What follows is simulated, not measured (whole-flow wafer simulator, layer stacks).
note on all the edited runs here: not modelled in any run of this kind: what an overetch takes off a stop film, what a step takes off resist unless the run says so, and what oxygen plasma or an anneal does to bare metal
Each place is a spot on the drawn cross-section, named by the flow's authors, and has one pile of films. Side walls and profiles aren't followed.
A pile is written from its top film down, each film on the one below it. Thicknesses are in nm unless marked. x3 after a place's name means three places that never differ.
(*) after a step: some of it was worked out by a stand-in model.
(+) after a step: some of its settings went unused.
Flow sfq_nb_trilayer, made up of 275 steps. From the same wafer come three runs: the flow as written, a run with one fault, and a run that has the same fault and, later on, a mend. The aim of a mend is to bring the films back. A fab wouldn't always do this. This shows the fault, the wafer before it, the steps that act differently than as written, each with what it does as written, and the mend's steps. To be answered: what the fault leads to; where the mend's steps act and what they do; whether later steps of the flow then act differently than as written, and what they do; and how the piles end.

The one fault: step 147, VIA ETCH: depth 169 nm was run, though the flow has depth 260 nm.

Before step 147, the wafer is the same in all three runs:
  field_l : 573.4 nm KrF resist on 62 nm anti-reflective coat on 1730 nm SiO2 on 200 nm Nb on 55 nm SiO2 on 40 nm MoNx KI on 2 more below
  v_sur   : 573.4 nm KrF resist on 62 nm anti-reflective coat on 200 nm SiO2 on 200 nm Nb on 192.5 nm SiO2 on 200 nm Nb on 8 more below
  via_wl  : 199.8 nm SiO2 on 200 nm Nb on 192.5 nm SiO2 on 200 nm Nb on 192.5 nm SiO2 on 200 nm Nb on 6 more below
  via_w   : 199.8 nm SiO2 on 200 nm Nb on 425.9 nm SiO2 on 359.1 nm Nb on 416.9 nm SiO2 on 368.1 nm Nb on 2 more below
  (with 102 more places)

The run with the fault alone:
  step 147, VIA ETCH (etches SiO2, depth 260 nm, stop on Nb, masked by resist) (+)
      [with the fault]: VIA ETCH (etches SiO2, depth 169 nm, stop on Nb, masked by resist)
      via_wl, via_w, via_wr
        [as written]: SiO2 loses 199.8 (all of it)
        [with the fault]: SiO2 loses 169
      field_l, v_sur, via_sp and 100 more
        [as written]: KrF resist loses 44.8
        [with the fault]: KrF resist loses 29.1
  Steps later in the flow that act otherwise than as written (6 more steps, not shown, differ only slightly: by at most 2% or 0.5 nm, whichever is larger):
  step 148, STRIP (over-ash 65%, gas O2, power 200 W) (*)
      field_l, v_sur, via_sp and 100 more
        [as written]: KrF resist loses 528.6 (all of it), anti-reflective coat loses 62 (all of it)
        [with the fault]: KrF resist loses 544.3 (all of it), anti-reflective coat loses 62 (all of it)
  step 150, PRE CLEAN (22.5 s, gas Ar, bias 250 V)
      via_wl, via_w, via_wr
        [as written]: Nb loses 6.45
        [with the fault]: SiO2 loses 7.5
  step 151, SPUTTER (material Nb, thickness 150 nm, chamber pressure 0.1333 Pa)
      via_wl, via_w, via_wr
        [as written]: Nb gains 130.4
        [with the fault]: Nb gains 133.8 (new film)
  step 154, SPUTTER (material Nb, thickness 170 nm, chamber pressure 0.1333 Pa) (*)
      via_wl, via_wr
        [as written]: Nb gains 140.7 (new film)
        [with the fault]: Nb gains 145.9 (new film)
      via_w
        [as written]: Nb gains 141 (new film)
        [with the fault]: Nb gains 146.2 (new film)
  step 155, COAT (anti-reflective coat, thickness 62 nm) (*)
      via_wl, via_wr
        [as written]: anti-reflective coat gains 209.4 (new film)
        [with the fault]: anti-reflective coat gains 180.5 (new film)
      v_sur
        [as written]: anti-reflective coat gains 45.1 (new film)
        [with the fault]: anti-reflective coat gains 46.4 (new film)
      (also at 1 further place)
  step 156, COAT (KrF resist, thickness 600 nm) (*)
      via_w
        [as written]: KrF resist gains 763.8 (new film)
        [with the fault]: KrF resist gains 735.4 (new film)
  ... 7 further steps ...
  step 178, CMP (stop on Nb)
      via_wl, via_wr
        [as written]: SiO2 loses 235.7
        [with the fault]: SiO2 loses 268.9
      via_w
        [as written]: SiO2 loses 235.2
        [with the fault]: SiO2 loses 268.4
  At via_wl, via_w, via_wr, the piles at the end differ from the flow's by more than 2% or 0.5 nm, whichever is larger.
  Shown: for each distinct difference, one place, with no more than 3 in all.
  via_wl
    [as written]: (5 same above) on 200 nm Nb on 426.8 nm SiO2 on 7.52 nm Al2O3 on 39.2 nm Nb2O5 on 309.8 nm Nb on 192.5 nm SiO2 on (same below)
    [with the fault]: (5 same above) on 200 nm Nb on 393.6 nm SiO2 on 7.62 nm Al2O3 on 39 nm Nb2O5 on 119.8 nm Nb on 23.3 nm SiO2 on 200 nm Nb on 192.5 nm SiO2 on (same below)
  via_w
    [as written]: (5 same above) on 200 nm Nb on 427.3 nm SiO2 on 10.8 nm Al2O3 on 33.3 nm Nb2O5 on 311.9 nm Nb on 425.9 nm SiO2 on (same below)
    [with the fault]: (5 same above) on 200 nm Nb on 394.1 nm SiO2 on 11.1 nm Al2O3 on 32.7 nm Nb2O5 on 122.1 nm Nb on 23.3 nm SiO2 on 200 nm Nb on 425.9 nm SiO2 on (same below)

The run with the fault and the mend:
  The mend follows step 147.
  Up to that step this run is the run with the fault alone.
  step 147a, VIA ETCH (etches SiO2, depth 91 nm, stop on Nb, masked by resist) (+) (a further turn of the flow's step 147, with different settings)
      field_l, v_sur, via_sp and 100 more
        KrF resist loses 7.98
      via_wl, via_w, via_wr
        SiO2 loses 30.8 (all of it)
  Later steps of the flow that are run all act as written at every place that is followed, up to a difference of at most 2% or 0.5 nm, whichever is larger.
  By the end, the piles equal the flow's at every place that both follow.
